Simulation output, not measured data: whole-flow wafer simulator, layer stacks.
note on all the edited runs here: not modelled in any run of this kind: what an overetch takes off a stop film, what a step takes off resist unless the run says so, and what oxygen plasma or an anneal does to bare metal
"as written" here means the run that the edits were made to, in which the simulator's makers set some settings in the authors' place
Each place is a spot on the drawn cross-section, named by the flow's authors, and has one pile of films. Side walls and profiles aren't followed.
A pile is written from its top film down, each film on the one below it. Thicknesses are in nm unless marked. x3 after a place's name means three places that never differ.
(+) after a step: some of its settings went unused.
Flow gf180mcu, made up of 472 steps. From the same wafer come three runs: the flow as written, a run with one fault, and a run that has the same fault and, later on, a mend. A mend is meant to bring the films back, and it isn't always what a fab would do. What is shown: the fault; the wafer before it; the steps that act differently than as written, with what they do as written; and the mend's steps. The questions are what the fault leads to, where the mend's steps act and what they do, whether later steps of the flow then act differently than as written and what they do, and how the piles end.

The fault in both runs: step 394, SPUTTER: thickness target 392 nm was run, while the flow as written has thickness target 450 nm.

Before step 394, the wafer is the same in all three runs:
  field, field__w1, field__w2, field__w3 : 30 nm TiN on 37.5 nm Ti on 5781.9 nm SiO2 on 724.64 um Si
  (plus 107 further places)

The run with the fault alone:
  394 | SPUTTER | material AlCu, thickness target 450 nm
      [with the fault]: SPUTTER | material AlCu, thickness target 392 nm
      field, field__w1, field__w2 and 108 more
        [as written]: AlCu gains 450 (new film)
        [with the fault]: AlCu gains 392 (new film)
  Steps further on in the flow that do not act as written (not shown: 1 more step that differs only slightly, by at most 2% or 0.5 nm, whichever is larger):
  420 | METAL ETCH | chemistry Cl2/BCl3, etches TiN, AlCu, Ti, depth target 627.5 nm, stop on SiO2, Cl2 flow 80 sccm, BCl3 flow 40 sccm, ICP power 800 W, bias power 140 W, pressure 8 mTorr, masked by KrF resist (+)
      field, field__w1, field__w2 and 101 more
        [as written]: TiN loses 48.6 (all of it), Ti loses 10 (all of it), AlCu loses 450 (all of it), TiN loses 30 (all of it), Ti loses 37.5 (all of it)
        [with the fault]: TiN loses 48.6 (all of it), Ti loses 10 (all of it), AlCu loses 392 (all of it), TiN loses 30 (all of it), Ti loses 37.5 (all of it)
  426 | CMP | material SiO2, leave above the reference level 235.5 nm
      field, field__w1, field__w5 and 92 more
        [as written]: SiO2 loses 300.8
        [with the fault]: SiO2 loses 358.8
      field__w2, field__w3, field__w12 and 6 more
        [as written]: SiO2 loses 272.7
        [with the fault]: SiO2 loses 333.3
  At field__w4, field__w8, contact, m1, m1__w1, mim, mim_1p0, m1_nw, the piles at the end differ from the flow's by more than 2% or 0.5 nm, whichever is larger.
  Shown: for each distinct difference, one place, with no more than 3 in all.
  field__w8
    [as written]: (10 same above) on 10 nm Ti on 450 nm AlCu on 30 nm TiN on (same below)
    [with the fault]: (10 same above) on 10 nm Ti on 392 nm AlCu on 30 nm TiN on (same below)
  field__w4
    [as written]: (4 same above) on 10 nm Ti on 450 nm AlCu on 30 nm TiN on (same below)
    [with the fault]: (4 same above) on 10 nm Ti on 392 nm AlCu on 30 nm TiN on (same below)
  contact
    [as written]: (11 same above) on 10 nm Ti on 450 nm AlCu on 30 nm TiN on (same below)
    [with the fault]: (11 same above) on 10 nm Ti on 392 nm AlCu on 30 nm TiN on (same below)

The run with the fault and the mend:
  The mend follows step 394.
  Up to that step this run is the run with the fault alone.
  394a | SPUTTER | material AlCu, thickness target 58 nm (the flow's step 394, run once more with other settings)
      field, field__w1, field__w2 and 108 more
        AlCu gains 58
  Every later step of the flow that is run acts as written at every place that is followed.
  By the end, the piles equal the flow's at every place that both follow.
